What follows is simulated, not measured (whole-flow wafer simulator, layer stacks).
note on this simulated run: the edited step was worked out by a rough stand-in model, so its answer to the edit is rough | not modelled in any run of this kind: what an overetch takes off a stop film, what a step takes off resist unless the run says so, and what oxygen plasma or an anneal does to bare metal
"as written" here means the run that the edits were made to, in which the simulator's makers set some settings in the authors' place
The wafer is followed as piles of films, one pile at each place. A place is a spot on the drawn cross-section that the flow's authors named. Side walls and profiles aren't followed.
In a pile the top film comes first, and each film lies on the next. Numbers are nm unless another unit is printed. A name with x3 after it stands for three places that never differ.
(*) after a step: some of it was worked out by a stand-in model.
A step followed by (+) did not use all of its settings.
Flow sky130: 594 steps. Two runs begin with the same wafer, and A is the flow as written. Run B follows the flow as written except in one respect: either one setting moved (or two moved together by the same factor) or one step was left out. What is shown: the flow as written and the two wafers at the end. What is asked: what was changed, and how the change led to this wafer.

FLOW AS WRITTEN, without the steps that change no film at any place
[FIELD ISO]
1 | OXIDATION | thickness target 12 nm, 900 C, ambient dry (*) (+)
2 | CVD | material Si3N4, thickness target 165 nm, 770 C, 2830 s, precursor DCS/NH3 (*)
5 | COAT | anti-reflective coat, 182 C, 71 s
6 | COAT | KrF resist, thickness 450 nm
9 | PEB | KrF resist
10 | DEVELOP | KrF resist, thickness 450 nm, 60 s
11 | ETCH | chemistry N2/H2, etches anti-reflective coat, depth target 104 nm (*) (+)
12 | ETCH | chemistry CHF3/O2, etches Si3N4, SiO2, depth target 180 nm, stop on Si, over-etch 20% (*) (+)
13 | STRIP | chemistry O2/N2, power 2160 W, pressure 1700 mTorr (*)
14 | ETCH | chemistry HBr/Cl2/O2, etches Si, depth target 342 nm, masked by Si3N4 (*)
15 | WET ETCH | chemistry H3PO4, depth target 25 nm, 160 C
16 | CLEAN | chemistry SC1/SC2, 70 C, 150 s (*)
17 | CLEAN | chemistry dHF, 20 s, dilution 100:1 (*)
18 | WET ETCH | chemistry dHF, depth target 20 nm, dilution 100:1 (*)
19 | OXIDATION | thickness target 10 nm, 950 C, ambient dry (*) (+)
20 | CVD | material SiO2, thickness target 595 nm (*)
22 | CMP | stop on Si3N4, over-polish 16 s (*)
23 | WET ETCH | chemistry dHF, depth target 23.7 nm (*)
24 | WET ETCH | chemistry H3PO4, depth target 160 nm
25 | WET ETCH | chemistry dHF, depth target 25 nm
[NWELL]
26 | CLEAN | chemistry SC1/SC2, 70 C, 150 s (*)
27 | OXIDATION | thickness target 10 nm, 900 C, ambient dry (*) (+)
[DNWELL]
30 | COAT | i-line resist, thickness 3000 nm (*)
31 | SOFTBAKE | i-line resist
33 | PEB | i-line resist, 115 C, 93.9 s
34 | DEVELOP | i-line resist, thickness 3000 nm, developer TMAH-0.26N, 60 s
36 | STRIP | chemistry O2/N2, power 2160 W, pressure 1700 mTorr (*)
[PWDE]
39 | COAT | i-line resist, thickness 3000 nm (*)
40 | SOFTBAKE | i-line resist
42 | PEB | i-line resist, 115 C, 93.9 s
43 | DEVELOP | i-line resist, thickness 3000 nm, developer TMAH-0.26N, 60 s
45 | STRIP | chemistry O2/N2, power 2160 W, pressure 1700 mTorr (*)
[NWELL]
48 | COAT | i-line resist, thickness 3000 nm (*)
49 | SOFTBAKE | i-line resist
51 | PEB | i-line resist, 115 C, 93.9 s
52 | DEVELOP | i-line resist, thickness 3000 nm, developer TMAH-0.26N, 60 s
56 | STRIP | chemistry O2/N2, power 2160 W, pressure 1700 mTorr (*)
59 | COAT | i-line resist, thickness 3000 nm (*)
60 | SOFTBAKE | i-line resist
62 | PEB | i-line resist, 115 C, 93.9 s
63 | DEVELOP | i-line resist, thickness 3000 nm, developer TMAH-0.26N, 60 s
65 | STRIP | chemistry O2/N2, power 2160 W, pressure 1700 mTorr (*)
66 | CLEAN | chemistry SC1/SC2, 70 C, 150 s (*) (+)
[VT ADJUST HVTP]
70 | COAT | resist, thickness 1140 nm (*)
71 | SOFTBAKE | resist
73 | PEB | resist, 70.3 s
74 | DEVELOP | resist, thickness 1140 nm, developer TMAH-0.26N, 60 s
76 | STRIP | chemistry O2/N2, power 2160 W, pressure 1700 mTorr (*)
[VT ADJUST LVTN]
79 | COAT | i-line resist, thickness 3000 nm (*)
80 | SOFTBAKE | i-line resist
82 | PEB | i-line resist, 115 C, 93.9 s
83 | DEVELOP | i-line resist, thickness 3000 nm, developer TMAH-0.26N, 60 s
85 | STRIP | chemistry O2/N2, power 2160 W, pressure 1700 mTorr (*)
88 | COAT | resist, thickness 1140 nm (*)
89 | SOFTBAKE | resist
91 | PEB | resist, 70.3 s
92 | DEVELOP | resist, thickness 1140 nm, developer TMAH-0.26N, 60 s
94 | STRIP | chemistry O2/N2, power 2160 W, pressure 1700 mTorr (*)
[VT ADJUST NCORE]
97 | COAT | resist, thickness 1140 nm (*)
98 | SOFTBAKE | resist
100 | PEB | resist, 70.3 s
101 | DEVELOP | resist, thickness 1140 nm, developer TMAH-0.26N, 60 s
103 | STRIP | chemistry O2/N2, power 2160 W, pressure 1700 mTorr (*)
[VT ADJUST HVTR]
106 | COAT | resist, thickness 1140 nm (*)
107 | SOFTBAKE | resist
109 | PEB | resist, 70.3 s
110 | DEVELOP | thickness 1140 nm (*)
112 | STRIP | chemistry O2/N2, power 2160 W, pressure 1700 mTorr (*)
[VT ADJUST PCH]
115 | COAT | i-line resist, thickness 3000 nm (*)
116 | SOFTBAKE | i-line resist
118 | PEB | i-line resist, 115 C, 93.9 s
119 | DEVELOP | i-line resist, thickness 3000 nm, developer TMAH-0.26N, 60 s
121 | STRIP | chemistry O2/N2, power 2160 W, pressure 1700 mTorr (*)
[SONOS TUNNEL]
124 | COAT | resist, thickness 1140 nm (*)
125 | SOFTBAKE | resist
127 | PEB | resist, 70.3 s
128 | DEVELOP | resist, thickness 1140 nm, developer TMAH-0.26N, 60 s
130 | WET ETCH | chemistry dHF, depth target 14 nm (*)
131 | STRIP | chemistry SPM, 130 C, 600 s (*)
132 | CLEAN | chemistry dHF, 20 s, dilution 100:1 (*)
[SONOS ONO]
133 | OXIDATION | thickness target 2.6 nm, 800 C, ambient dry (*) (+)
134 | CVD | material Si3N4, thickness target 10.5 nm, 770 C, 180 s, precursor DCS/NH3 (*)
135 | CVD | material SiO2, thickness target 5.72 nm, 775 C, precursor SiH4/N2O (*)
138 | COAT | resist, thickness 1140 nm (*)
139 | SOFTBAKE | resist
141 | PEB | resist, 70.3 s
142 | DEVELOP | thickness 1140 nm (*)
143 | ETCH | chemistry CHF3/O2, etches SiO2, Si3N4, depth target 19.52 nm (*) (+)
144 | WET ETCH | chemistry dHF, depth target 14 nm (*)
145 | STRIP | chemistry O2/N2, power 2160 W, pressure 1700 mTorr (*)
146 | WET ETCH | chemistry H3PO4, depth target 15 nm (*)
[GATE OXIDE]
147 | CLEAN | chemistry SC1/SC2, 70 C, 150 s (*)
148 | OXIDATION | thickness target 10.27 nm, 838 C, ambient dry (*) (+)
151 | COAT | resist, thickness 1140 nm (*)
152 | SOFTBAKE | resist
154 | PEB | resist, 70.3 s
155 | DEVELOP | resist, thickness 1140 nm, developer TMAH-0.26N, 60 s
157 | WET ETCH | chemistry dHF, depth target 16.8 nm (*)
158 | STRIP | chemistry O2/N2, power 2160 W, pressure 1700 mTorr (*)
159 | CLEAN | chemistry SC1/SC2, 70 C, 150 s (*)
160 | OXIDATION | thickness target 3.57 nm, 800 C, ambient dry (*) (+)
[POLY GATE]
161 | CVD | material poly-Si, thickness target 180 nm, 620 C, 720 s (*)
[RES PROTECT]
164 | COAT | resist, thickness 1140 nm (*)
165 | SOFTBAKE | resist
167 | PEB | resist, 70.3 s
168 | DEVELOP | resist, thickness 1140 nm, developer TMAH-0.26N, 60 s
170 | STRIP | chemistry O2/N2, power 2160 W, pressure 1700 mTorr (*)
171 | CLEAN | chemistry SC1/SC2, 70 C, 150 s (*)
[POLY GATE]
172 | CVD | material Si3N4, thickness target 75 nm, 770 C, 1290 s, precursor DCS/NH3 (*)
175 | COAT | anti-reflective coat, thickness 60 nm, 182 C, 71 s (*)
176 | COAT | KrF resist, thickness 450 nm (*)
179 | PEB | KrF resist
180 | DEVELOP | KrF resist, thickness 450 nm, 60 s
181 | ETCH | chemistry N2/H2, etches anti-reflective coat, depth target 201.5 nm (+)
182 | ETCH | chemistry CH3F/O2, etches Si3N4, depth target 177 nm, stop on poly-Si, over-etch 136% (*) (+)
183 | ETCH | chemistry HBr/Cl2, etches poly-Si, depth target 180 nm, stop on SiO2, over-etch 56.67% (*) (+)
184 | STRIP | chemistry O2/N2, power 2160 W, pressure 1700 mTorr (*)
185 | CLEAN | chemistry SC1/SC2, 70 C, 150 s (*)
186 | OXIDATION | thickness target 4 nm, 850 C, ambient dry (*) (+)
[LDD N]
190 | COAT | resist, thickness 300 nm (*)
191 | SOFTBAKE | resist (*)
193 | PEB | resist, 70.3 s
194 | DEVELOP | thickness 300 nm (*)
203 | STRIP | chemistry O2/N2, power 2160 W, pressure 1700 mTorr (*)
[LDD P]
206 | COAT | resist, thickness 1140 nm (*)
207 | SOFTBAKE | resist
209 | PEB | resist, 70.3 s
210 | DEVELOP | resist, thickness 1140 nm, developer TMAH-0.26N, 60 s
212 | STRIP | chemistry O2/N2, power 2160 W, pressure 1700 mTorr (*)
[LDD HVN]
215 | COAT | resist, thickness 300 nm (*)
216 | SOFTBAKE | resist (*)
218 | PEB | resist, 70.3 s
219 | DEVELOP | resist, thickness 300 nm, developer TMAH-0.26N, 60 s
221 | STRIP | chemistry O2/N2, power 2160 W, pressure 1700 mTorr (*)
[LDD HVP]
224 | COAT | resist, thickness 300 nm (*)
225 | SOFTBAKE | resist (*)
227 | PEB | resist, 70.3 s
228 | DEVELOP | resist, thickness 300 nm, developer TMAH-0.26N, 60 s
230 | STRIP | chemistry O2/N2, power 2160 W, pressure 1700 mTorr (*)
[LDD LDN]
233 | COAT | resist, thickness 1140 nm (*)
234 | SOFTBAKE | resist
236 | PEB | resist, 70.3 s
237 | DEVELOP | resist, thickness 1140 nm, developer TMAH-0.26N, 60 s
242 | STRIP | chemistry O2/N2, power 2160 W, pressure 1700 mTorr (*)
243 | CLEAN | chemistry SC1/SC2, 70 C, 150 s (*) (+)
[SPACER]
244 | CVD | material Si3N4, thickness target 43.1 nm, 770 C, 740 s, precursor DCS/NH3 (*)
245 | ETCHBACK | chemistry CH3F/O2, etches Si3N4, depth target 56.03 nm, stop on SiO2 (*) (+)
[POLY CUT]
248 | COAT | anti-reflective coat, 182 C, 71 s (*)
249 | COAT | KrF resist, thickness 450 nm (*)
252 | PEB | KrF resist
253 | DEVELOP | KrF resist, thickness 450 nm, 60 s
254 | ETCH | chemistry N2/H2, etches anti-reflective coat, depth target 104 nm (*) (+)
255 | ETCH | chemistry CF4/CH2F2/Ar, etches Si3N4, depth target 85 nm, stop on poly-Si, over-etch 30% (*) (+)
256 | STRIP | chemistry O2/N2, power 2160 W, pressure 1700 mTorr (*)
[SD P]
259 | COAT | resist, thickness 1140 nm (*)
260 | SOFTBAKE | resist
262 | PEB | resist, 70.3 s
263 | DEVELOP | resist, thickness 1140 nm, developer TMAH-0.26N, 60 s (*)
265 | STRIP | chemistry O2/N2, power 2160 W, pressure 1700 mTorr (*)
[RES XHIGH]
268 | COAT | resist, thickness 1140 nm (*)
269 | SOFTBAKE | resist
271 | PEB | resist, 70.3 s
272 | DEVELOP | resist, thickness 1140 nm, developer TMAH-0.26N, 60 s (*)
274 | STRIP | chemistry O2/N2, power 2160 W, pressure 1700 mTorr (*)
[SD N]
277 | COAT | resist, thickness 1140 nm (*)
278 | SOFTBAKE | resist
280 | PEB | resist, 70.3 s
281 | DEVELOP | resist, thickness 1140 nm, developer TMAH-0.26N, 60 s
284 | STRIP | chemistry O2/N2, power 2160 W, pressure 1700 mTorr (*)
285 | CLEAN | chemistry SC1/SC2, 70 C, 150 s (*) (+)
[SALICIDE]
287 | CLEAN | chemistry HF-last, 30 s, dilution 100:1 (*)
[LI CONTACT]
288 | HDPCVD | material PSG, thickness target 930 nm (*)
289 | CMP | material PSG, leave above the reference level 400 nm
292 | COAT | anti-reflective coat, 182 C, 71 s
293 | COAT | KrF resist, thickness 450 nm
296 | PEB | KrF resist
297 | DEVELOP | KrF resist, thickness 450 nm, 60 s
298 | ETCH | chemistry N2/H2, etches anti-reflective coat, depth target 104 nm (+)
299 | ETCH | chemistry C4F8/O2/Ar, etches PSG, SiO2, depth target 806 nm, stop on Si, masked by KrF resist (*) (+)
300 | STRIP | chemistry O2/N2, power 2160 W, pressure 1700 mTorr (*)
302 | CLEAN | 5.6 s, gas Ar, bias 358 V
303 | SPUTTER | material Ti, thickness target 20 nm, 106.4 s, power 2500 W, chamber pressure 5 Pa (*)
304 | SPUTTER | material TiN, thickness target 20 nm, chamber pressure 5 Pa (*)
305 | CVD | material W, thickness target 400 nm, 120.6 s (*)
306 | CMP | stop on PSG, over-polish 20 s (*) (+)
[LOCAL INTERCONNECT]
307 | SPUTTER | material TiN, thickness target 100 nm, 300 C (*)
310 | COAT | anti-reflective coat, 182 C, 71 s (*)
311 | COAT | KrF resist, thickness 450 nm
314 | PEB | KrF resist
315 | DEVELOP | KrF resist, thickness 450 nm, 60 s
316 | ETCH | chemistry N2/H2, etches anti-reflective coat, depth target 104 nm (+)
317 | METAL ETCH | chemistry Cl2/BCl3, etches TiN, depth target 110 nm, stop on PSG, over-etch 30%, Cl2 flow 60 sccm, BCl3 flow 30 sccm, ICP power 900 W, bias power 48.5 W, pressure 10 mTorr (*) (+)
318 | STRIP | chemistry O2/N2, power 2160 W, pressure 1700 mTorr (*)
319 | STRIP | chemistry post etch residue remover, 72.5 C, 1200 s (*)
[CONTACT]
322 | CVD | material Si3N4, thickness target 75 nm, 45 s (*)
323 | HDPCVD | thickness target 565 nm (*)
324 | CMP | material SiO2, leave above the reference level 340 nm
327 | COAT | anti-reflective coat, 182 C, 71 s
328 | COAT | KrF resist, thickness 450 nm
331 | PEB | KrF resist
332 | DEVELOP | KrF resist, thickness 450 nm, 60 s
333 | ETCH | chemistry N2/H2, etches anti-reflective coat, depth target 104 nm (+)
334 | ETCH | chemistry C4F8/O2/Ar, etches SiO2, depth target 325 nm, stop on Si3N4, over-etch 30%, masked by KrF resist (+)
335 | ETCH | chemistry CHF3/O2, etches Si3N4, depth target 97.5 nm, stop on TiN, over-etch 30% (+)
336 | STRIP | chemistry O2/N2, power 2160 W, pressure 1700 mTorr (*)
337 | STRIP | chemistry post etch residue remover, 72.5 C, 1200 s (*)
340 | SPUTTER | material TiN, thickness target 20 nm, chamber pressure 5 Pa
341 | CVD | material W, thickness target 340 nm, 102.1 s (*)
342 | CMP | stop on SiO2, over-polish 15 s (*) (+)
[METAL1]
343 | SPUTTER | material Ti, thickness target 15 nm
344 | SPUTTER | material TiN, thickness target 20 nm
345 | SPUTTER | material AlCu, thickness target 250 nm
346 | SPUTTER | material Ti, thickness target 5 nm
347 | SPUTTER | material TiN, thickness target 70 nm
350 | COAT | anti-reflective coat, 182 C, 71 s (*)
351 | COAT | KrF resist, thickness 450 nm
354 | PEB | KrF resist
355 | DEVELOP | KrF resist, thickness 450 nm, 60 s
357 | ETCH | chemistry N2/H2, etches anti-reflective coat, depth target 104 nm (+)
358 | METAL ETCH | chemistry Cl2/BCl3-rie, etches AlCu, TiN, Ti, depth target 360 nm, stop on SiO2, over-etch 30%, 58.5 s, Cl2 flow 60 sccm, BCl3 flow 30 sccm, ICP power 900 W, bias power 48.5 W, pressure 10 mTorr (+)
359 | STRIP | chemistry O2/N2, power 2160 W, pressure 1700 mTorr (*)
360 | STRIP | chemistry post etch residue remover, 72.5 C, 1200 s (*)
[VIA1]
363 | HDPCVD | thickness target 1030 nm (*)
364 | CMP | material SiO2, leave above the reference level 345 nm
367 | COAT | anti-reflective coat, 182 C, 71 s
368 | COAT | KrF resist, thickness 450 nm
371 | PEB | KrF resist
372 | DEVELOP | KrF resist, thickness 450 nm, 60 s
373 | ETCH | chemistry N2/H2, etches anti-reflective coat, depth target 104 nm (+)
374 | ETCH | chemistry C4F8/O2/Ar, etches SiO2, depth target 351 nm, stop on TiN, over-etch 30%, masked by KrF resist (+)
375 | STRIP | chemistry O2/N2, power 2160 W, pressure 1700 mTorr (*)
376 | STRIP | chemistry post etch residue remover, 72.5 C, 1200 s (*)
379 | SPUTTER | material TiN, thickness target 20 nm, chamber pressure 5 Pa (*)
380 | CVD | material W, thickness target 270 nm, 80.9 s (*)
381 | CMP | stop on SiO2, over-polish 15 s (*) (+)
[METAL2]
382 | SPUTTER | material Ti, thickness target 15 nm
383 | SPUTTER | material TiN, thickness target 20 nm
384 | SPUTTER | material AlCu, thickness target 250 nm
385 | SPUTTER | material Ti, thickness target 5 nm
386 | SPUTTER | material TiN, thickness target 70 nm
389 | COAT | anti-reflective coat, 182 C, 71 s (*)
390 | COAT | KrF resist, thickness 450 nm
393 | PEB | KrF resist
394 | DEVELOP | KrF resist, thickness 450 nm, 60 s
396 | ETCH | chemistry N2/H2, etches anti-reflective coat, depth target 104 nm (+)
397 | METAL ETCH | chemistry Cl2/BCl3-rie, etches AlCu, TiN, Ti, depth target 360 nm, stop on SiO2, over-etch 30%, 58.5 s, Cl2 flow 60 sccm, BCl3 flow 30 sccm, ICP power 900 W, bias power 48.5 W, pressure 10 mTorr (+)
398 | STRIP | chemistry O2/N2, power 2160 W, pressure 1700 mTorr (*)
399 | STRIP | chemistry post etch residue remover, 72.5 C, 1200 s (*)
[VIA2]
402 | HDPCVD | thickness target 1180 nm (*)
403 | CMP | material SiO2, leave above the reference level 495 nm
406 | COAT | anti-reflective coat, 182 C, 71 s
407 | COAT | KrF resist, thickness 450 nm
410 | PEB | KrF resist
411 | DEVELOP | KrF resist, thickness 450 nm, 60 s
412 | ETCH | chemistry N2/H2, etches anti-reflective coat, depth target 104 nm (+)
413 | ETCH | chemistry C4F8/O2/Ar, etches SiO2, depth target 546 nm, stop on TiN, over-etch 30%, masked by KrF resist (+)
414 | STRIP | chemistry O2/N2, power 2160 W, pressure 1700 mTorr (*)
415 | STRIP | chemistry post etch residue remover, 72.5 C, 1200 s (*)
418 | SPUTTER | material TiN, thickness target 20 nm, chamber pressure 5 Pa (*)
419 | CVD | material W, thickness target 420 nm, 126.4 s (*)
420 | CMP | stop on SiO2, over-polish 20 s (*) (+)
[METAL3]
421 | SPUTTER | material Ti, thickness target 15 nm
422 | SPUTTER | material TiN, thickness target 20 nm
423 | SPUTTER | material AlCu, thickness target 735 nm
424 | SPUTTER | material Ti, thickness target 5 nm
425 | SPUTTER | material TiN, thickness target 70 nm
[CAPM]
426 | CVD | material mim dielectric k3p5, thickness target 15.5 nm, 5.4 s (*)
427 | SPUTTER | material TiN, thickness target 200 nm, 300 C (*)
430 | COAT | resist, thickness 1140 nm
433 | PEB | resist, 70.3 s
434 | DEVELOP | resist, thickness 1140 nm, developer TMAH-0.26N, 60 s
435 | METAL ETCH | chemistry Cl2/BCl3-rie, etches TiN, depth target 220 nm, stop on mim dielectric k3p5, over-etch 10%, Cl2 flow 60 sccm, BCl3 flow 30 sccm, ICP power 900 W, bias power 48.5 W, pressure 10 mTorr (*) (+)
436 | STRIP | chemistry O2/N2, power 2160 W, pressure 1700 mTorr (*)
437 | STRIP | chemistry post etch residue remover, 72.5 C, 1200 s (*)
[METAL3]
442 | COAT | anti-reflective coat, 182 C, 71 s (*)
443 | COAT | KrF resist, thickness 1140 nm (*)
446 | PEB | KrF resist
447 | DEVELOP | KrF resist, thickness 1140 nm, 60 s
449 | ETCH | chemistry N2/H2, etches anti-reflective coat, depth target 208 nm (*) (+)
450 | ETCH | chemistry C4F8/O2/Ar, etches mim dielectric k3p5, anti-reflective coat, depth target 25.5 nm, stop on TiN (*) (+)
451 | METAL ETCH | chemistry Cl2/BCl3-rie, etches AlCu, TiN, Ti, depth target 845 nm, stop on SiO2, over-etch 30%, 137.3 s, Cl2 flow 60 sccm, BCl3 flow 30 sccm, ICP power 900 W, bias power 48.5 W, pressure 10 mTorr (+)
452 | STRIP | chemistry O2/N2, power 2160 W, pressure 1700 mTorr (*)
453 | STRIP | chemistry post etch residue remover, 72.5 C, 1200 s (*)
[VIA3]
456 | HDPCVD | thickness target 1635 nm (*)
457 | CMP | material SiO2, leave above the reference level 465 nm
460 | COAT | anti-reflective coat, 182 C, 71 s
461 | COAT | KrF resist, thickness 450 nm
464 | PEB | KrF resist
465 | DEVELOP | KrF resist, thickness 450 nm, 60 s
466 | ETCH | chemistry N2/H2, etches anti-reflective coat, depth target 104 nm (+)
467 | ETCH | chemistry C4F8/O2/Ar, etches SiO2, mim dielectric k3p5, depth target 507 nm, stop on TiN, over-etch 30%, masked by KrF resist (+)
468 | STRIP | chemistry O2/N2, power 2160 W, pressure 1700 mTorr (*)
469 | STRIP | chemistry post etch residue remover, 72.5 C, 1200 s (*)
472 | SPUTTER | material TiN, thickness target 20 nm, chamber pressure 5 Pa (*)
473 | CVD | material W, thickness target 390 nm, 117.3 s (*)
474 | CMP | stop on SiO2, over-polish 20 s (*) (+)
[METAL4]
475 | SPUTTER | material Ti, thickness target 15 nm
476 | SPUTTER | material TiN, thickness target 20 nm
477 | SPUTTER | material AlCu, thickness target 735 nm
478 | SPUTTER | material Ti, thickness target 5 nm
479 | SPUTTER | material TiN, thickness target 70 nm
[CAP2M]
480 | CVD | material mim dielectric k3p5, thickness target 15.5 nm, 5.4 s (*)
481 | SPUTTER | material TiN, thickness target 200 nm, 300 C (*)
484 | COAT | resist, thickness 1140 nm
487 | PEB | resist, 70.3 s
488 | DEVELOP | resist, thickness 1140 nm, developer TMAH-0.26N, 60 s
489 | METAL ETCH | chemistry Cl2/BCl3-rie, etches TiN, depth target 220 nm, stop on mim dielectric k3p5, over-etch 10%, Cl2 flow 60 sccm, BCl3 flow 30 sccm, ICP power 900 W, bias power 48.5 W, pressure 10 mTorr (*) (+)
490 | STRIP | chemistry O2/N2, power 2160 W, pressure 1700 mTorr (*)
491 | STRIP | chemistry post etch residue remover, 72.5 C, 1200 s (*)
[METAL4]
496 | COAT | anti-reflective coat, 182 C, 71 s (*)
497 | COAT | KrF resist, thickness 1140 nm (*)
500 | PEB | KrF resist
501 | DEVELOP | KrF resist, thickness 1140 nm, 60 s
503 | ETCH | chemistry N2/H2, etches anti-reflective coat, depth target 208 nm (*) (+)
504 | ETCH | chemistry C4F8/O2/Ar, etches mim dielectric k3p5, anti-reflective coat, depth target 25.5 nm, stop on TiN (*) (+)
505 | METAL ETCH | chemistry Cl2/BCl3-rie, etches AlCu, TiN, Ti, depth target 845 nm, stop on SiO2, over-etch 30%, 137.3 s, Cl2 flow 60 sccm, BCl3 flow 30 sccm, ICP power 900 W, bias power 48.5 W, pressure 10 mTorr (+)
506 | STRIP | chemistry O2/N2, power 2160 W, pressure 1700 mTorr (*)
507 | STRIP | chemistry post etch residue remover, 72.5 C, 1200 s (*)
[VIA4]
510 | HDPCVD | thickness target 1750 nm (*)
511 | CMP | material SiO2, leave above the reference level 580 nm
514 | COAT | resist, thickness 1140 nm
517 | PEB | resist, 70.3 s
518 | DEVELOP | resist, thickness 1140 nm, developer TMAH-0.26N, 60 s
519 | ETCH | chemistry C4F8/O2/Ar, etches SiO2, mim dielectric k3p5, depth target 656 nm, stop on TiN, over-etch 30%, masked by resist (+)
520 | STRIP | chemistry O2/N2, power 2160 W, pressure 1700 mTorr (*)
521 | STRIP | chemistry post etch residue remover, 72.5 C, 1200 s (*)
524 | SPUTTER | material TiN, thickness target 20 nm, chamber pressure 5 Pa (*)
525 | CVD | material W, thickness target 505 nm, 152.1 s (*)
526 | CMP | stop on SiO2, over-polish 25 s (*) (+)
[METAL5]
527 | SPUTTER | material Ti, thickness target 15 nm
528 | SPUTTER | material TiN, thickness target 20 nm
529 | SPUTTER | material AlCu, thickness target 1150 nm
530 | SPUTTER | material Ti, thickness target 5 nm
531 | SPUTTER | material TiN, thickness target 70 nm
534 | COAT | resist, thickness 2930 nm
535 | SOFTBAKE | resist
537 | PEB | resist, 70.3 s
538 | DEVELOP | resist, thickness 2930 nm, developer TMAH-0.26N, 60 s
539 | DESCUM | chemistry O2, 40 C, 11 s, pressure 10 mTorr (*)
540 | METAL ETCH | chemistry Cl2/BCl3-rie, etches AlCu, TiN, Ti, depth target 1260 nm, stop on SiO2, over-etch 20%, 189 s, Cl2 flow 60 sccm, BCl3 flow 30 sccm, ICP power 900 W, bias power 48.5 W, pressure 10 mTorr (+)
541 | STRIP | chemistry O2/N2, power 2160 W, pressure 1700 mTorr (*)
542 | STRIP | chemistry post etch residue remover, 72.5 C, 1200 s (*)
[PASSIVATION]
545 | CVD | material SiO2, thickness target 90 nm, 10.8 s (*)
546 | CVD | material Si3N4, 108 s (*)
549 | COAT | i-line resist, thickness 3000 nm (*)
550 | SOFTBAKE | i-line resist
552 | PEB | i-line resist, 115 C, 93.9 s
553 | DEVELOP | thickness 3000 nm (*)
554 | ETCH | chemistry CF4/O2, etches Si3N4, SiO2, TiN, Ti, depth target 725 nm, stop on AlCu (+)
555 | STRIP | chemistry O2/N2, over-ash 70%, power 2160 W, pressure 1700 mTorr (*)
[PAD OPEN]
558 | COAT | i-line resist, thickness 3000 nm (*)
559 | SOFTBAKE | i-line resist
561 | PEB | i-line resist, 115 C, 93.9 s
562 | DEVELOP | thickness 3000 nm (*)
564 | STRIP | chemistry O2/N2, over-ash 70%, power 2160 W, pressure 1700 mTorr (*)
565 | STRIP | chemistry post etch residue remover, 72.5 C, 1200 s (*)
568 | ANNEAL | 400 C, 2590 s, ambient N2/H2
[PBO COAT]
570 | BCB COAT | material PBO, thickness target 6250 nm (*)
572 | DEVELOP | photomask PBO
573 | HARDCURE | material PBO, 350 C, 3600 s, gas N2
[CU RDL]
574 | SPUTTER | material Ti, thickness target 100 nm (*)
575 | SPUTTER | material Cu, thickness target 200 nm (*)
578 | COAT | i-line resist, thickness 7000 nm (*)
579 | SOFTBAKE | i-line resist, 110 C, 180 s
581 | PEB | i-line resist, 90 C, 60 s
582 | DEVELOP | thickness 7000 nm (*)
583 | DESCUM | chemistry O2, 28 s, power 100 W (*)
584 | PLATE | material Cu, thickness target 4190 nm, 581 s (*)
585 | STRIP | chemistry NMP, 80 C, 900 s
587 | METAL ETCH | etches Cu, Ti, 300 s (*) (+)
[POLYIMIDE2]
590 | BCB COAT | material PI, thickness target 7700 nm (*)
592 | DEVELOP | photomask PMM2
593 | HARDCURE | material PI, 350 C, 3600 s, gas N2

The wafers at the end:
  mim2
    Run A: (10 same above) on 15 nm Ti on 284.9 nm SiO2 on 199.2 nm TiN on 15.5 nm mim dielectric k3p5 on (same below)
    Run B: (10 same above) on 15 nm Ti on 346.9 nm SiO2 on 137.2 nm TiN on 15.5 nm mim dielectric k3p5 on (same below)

The reason: step 481, SPUTTER: thickness target 138 nm was run, though the flow has thickness target 200 nm.

The path from the change to this, step by step:
  481 | SPUTTER | material TiN, thickness target 200 nm, 300 C (*)
      field, active, n_well and 189 more: A +200 TiN (new film) | B +138 TiN (new film)
  489 | METAL ETCH | chemistry Cl2/BCl3-rie, etches TiN, depth target 220 nm, stop on mim dielectric k3p5, over-etch 10%, Cl2 flow 60 sccm, BCl3 flow 30 sccm, ICP power 900 W, bias power 48.5 W, pressure 10 mTorr (*) (+)
      field, active, n_well and 188 more: A -200 TiN (all of it) | B -138 TiN (all of it)
      mim2: A -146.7 resist | B -101.2 resist
  490 | STRIP | chemistry O2/N2, power 2160 W, pressure 1700 mTorr (*)
      mim2: A -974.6 resist (all of it) | B -1020.1 resist (all of it)
  496 | COAT | anti-reflective coat, 182 C, 71 s (*)
      iso_guard__w2: A +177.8 anti-reflective coat (new film) | B +137.2 anti-reflective coat (new film)
      mim2: A +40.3 anti-reflective coat (new film) | B +29.8 anti-reflective coat (new film)
  497 | COAT | KrF resist, thickness 1140 nm (*)
      iso_guard__w2: A +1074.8 KrF resist (new film) | B +1102 KrF resist (new film)
      mim2: A +1018.9 KrF resist (new film) | B +1074.9 KrF resist (new film)
  506 | STRIP | chemistry O2/N2, power 2160 W, pressure 1700 mTorr (*)
      iso_guard__w2: A -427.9 KrF resist (all of it), -177.8 anti-reflective coat (all of it) | B -455 KrF resist (all of it), -137.2 anti-reflective coat (all of it)
      mim2: A -372.1 KrF resist (all of it), -40.3 anti-reflective coat (all of it) | B -428 KrF resist (all of it), -29.8 anti-reflective coat (all of it)
  511 | CMP | material SiO2, leave above the reference level 580 nm
      mim2: A -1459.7 SiO2 | B -1397.7 SiO2
